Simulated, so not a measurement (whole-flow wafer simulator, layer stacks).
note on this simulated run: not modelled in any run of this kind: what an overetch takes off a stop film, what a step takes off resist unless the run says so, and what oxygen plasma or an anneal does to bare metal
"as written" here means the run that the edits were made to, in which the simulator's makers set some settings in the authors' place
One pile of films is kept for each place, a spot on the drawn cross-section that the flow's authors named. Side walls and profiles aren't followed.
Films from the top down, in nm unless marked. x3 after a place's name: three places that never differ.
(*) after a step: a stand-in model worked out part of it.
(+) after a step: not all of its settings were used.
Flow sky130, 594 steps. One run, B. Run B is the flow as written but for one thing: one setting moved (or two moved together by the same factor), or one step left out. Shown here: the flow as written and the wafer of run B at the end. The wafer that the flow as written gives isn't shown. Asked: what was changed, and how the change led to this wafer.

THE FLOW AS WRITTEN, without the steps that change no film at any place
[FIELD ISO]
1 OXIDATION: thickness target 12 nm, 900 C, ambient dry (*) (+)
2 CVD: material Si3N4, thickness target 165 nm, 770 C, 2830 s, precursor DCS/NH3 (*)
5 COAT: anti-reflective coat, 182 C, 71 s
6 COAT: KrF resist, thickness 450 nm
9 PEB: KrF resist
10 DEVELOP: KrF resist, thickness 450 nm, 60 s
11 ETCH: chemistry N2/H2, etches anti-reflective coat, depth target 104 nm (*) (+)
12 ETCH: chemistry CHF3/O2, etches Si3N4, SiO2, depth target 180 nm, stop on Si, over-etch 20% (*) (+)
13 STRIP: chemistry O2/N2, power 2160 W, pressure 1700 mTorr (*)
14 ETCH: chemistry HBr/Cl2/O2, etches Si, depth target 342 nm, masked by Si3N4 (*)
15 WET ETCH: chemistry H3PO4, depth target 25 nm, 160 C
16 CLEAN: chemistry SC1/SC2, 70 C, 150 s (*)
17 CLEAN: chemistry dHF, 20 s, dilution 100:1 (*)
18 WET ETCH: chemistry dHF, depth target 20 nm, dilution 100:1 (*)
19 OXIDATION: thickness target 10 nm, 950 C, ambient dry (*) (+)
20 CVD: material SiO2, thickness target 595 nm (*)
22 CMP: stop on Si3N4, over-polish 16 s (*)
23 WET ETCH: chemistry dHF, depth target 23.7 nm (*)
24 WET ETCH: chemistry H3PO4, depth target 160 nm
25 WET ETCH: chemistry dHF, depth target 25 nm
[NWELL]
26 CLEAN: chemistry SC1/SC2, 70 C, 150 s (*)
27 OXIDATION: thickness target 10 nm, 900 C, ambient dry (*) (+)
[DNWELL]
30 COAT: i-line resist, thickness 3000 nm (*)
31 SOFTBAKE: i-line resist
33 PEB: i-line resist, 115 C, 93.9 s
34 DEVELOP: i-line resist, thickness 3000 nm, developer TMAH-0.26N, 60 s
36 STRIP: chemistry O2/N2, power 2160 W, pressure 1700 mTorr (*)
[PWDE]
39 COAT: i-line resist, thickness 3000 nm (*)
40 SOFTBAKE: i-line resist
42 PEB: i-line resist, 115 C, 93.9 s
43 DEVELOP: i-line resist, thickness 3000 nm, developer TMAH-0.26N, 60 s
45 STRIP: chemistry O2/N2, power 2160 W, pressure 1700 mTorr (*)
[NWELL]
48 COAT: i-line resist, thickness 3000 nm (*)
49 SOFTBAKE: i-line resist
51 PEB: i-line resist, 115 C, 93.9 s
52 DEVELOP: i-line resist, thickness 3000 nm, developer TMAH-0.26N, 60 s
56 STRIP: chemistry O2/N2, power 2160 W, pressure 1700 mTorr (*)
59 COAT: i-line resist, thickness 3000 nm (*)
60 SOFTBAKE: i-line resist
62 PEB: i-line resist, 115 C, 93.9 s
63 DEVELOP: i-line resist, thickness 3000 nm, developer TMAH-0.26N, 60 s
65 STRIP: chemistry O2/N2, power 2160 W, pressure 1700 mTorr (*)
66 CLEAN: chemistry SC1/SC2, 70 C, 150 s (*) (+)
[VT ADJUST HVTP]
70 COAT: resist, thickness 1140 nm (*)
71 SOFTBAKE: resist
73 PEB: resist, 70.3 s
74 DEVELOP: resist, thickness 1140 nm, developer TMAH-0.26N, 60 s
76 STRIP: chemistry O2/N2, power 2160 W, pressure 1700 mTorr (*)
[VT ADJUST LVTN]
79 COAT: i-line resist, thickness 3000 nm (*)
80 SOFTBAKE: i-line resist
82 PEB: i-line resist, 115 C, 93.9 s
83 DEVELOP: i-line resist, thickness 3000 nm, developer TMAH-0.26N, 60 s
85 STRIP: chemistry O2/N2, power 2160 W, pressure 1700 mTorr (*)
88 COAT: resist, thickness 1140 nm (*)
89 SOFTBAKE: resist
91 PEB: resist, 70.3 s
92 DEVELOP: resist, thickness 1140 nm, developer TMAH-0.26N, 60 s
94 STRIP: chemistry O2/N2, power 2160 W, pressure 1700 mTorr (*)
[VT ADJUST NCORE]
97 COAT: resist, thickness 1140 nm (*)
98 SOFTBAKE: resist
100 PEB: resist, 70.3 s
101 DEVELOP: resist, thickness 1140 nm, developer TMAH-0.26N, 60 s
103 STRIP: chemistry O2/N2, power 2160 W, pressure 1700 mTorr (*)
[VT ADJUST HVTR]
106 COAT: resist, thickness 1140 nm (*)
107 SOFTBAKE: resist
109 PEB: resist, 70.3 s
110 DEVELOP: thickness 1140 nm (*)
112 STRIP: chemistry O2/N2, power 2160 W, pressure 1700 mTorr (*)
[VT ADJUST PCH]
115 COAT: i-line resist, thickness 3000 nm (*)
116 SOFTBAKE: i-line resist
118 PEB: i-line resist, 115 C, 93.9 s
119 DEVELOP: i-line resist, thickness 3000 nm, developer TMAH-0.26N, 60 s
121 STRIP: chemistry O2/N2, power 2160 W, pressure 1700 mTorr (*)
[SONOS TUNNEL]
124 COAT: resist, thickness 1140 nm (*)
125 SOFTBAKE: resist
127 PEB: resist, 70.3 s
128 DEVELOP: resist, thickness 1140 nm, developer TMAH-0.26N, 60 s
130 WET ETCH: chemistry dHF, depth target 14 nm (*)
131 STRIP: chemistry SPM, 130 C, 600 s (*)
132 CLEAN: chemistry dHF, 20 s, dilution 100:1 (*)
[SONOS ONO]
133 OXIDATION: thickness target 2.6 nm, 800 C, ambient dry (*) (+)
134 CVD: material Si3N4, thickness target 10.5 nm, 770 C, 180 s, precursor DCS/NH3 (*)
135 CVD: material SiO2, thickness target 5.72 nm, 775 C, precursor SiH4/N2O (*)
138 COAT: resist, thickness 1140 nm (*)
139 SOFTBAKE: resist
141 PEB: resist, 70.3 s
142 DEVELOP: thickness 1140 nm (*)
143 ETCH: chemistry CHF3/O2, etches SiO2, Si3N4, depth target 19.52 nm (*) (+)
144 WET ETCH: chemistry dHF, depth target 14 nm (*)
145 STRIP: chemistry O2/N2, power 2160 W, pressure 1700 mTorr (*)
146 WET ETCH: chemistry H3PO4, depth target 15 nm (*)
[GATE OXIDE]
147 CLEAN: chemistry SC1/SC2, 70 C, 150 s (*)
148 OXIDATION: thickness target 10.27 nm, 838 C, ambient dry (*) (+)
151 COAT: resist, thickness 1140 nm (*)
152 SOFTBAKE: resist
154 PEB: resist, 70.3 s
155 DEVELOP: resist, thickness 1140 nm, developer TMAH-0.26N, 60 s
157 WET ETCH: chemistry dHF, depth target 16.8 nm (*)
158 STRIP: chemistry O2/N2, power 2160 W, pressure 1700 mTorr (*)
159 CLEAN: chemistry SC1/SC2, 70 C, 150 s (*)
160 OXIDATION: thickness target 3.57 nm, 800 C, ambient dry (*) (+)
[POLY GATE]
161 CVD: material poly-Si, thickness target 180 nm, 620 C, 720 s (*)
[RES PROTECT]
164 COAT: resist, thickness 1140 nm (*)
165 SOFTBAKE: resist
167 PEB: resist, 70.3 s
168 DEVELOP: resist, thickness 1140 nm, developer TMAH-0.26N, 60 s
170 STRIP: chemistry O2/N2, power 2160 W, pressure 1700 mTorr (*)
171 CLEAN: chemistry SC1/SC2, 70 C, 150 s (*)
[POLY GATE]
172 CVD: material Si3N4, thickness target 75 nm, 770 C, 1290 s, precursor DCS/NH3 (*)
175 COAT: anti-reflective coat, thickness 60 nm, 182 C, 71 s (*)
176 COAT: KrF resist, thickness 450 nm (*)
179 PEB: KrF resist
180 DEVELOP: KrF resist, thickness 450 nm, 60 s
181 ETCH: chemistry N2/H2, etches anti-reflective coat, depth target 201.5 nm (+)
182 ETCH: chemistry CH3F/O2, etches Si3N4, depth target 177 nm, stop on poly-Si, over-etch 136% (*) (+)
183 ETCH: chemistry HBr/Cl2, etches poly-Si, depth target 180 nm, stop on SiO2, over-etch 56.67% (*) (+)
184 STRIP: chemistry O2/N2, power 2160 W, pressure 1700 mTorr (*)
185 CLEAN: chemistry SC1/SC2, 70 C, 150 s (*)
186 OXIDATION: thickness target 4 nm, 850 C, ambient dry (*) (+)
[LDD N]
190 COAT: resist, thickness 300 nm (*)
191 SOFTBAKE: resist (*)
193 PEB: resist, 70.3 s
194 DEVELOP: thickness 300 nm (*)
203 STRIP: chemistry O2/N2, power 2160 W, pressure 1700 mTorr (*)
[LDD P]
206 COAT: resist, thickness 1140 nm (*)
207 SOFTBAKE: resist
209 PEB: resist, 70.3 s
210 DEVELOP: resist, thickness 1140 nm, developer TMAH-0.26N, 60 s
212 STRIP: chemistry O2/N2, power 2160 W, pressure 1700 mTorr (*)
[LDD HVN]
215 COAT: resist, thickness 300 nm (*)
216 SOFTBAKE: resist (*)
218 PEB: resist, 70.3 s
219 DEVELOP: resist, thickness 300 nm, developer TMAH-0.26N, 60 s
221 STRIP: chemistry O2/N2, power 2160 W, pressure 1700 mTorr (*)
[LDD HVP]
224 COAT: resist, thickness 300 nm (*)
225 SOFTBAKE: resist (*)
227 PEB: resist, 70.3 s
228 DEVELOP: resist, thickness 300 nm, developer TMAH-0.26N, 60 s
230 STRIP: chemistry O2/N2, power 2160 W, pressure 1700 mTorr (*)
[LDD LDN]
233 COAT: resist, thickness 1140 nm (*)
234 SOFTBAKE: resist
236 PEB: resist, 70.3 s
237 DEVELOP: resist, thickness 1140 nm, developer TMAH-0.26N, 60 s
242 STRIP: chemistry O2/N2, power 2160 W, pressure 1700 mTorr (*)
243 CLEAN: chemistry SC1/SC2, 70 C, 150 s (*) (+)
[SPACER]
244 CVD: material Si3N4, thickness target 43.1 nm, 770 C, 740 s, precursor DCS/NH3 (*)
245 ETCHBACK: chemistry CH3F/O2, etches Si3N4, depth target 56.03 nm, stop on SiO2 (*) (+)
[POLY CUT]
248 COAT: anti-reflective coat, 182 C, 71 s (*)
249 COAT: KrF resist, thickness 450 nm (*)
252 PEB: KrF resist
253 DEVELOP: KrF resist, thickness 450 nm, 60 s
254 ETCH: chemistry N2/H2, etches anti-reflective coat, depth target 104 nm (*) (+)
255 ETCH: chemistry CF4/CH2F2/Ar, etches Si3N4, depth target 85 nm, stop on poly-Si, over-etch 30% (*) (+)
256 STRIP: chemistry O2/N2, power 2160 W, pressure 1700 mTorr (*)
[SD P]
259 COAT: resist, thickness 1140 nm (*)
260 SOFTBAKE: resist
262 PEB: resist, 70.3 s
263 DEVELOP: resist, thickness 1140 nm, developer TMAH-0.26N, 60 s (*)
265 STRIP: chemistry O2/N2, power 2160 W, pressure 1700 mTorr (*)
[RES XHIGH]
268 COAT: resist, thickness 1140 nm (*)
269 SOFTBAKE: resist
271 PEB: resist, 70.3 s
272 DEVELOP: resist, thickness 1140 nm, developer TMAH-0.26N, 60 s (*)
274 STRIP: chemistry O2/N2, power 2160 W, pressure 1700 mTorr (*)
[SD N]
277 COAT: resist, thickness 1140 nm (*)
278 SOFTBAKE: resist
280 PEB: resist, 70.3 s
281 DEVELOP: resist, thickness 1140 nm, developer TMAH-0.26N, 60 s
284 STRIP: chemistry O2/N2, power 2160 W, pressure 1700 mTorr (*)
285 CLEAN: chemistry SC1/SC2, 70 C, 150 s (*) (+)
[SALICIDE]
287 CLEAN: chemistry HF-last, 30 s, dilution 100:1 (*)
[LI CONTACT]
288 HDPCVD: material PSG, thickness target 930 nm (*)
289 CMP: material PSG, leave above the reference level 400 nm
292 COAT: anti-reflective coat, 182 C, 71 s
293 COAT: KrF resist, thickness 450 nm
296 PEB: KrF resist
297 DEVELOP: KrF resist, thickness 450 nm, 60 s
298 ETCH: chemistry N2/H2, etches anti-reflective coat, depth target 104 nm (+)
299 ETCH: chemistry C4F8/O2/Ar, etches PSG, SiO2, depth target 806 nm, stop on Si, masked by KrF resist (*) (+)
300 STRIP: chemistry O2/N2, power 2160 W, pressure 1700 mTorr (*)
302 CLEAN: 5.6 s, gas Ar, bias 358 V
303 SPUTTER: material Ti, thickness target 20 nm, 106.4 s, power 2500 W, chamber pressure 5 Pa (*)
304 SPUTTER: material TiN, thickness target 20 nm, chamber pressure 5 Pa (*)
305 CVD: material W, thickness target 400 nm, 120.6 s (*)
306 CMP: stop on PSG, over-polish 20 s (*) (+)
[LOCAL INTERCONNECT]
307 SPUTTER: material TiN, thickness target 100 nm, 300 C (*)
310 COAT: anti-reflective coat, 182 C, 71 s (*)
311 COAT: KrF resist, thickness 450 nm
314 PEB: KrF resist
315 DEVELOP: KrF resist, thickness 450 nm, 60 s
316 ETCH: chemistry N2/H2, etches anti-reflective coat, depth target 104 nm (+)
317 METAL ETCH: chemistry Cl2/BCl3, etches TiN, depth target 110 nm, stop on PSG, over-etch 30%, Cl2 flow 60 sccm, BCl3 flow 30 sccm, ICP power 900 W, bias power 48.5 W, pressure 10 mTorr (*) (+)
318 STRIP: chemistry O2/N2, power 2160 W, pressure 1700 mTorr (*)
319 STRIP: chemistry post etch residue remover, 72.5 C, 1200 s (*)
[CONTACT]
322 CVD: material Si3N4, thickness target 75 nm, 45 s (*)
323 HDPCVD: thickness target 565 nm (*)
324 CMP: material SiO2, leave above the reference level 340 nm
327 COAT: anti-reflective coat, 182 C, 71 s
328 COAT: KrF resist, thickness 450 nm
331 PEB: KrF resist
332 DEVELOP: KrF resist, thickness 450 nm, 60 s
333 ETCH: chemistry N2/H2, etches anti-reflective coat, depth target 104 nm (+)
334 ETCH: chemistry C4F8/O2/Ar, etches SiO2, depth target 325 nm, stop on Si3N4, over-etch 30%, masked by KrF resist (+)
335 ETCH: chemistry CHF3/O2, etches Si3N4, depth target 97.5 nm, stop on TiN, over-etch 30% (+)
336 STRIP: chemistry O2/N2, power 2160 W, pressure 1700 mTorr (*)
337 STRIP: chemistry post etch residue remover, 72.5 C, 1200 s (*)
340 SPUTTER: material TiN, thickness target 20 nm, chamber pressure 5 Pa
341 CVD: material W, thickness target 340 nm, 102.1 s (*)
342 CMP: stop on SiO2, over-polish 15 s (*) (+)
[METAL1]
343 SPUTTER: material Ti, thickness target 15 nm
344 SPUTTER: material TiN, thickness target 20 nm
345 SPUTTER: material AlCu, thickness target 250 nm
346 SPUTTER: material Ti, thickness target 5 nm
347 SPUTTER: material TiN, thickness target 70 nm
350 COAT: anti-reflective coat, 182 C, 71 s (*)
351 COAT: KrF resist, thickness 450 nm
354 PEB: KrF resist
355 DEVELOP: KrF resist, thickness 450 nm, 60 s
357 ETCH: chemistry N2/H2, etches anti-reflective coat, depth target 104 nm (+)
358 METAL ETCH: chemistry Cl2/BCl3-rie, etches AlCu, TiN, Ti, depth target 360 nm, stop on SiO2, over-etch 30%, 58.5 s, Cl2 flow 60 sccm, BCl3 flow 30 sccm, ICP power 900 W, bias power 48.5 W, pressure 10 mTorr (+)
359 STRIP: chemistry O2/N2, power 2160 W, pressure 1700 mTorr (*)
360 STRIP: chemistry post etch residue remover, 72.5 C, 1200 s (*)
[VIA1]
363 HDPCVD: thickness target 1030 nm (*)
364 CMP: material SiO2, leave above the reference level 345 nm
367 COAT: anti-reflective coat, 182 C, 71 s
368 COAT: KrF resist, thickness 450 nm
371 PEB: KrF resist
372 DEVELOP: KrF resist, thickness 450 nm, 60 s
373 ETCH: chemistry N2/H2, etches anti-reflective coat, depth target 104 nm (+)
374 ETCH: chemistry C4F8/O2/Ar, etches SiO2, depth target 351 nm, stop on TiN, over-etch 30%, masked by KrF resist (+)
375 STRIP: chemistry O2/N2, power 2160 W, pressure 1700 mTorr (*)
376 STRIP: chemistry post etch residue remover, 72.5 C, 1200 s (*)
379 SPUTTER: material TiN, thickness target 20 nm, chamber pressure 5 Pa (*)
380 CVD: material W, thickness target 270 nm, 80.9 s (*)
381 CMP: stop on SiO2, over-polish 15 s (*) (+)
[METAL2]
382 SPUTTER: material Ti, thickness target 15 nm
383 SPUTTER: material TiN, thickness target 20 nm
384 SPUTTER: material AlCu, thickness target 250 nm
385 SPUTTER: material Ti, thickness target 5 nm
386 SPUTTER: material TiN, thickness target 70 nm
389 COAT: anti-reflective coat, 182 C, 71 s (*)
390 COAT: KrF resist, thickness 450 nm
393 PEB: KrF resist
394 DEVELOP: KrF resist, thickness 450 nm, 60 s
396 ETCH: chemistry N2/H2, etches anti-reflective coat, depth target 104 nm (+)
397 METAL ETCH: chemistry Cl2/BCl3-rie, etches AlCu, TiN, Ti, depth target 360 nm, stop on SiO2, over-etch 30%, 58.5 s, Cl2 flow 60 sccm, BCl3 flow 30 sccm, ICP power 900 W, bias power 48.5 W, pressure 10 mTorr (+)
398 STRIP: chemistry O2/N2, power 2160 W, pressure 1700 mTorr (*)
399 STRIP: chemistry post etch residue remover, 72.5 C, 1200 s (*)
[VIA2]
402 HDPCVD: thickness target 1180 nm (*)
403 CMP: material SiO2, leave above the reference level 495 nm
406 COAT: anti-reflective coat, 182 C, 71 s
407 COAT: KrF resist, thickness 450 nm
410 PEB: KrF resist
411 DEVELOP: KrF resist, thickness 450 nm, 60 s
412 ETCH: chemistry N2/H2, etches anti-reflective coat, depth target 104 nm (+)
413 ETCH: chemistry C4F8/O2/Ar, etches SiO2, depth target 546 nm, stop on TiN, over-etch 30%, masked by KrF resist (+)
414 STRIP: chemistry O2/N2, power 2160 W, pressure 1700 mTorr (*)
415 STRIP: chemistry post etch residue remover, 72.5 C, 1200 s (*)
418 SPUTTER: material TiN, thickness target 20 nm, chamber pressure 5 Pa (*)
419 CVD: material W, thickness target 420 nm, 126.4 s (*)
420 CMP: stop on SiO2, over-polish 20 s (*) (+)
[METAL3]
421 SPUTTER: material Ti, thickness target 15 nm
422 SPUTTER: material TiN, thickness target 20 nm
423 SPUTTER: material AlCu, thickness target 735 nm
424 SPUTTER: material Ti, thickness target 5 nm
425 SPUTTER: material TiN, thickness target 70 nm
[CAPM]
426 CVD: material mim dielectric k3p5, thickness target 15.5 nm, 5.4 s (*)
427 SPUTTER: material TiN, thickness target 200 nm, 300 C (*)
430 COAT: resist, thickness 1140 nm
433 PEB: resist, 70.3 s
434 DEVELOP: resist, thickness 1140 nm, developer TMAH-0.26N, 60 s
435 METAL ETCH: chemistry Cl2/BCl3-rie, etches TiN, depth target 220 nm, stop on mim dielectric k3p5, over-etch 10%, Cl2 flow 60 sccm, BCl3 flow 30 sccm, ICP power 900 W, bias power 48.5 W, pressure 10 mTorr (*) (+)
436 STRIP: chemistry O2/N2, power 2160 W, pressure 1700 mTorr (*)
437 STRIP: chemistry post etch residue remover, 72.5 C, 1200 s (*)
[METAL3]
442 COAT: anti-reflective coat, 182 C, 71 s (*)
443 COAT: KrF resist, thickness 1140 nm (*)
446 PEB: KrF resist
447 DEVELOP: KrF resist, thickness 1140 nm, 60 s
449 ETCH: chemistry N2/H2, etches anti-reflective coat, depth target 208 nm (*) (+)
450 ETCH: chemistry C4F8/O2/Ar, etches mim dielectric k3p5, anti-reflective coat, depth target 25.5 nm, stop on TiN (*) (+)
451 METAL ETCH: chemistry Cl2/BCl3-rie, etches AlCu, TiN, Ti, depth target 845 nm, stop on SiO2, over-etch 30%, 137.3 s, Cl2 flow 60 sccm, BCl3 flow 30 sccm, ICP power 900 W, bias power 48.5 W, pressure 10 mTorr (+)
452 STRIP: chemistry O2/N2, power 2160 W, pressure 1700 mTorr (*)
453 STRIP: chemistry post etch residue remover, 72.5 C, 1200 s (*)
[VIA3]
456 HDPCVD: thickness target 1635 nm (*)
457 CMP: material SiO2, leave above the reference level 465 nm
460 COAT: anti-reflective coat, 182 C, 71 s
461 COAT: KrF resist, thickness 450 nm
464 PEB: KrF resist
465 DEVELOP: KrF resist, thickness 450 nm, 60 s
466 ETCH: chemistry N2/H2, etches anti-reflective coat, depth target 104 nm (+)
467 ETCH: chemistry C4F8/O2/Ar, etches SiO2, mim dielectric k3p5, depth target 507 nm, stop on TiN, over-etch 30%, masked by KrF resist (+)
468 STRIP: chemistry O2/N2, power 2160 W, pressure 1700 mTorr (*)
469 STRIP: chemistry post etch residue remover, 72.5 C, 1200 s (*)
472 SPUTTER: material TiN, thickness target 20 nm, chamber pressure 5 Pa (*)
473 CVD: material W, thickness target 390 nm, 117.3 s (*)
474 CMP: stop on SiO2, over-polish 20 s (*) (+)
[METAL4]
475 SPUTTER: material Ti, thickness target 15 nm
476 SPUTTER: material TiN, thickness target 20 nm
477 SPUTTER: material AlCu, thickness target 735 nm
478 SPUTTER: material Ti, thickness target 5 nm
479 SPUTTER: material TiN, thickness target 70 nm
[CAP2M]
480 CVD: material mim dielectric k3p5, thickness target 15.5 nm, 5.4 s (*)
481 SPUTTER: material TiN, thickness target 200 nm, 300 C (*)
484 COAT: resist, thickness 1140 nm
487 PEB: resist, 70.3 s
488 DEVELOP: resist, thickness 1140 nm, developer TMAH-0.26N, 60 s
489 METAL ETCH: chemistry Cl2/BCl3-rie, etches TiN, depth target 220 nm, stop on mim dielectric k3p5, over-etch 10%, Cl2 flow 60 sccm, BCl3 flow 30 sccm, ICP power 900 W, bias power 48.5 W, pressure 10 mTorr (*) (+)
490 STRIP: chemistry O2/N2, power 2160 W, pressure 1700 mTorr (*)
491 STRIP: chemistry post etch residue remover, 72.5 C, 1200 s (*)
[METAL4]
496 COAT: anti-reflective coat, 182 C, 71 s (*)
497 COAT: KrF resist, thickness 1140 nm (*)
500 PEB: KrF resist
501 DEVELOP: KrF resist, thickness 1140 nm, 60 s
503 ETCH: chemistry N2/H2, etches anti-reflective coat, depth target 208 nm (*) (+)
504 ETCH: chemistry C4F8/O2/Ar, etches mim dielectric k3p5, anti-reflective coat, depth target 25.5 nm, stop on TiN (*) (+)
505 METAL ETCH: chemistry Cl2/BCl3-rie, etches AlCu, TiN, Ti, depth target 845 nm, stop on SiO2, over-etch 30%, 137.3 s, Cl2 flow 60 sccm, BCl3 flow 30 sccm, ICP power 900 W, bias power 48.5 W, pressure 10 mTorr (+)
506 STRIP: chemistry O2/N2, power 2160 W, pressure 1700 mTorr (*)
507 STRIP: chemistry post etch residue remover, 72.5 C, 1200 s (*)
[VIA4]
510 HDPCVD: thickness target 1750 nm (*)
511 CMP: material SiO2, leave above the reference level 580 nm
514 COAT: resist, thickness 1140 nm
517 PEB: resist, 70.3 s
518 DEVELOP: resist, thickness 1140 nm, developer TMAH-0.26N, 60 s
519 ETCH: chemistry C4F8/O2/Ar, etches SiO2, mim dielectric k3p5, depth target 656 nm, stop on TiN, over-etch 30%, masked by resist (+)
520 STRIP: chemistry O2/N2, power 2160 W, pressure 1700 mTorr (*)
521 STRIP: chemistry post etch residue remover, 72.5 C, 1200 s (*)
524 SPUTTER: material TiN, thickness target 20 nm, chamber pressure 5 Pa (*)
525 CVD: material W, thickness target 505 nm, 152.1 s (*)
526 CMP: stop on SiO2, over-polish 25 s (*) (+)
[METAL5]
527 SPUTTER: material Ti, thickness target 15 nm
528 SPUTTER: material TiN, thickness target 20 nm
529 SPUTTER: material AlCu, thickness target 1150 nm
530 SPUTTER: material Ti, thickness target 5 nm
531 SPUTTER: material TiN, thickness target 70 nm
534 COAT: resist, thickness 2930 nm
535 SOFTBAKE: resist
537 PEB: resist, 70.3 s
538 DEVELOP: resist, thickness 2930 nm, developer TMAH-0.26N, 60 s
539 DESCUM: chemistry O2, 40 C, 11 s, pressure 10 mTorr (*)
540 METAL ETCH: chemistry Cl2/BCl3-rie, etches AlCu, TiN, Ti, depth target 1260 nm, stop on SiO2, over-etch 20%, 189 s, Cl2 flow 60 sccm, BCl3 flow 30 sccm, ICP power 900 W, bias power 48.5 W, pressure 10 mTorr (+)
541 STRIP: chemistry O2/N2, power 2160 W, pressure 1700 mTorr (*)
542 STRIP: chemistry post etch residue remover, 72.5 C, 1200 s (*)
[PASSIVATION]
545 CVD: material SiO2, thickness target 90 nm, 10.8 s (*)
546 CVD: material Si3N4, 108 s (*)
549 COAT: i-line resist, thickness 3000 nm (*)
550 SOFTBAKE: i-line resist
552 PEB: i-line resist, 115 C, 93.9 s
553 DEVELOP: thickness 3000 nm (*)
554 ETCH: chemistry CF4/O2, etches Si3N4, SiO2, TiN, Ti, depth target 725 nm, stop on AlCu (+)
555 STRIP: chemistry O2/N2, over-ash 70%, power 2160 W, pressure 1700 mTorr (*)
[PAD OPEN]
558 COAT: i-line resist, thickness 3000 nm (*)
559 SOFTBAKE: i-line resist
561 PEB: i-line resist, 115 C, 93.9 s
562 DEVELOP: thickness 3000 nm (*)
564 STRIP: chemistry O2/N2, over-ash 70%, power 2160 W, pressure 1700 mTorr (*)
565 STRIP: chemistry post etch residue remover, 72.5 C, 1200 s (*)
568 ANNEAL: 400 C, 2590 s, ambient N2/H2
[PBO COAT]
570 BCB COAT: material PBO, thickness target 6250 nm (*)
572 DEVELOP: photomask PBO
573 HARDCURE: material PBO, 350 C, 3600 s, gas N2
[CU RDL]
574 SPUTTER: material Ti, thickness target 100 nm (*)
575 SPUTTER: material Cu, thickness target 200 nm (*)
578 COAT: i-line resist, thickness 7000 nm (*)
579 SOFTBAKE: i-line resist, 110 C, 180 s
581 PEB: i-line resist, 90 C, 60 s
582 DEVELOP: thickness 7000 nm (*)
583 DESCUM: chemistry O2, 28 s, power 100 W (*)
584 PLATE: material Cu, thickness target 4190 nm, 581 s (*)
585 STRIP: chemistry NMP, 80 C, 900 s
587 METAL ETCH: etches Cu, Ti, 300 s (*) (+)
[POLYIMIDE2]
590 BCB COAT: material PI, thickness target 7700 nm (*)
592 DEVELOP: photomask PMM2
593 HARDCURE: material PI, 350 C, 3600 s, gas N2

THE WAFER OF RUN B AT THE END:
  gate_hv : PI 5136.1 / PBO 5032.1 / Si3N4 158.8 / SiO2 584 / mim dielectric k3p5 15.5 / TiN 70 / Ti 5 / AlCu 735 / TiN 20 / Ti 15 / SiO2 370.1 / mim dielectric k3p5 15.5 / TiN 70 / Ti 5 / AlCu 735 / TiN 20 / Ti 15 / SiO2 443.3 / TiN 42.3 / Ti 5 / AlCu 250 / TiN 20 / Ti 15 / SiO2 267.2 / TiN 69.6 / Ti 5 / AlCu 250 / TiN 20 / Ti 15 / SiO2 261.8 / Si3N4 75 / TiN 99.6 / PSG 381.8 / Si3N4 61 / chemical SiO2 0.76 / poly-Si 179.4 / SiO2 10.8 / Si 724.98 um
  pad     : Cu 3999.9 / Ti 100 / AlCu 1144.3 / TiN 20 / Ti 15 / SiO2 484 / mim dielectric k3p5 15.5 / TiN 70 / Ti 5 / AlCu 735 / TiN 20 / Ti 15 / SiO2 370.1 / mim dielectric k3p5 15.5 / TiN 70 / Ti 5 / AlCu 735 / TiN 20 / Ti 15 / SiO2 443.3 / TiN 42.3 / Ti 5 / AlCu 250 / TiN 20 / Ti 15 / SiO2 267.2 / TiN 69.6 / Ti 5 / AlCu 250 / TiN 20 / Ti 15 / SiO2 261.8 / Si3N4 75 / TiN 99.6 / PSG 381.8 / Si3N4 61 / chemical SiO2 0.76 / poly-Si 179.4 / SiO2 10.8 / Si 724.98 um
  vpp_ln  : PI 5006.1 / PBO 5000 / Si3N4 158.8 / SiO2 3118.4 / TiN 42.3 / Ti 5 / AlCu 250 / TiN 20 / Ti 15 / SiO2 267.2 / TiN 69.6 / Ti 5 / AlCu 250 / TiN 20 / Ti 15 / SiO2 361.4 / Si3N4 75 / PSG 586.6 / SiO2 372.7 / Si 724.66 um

The cause: step 386, SPUTTER: thickness target 42.7 nm was run, where the flow has thickness target 70 nm.

How the change led to this, step by step:
  386 SPUTTER: material TiN, thickness target 70 nm
      field, active, n_well and 188 more: TiN +42.7 (new film) (as written it would be: TiN +70 (new film))
  397 METAL ETCH: chemistry Cl2/BCl3-rie, etches AlCu, TiN, Ti, depth target 360 nm, stop on SiO2, over-etch 30%, 58.5 s, Cl2 flow 60 sccm, BCl3 flow 30 sccm, ICP power 900 W, bias power 48.5 W, pressure 10 mTorr (+)
      field, active, gate and 82 more: TiN -41.4 (all of it), Ti -5 (all of it), AlCu -250 (all of it), TiN -20 (all of it), Ti -15 (all of it), SiO2 -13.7 (as written it would be: TiN -68.7 (all of it), Ti -5 (all of it), AlCu -250 (all of it), TiN -20 (all of it), Ti -15 (all of it), SiO2 -10.9)
  403 CMP: material SiO2, leave above the reference level 495 nm
      n_well, p_well, gate_hv and 101 more: SiO2 -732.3 (as written it would be: SiO2 -759.6)
      m1, via1_hole: SiO2 -731.8 (as written it would be: SiO2 -759.1)
  413 ETCH: chemistry C4F8/O2/Ar, etches SiO2, depth target 546 nm, stop on TiN, over-etch 30%, masked by KrF resist (+)
      m1: SiO2 -447.6 (all of it) (as written it would be: SiO2 -420.3 (all of it))
      via2_hole: SiO2 -447.1 (all of it) (as written it would be: SiO2 -419.8 (all of it))
  419 CVD: material W, thickness target 420 nm, 126.4 s (*)
      m1: W +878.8 (new film) (as written it would be: W +851.1 (new film))
      via2_hole: W +878.3 (new film) (as written it would be: W +850.7 (new film))
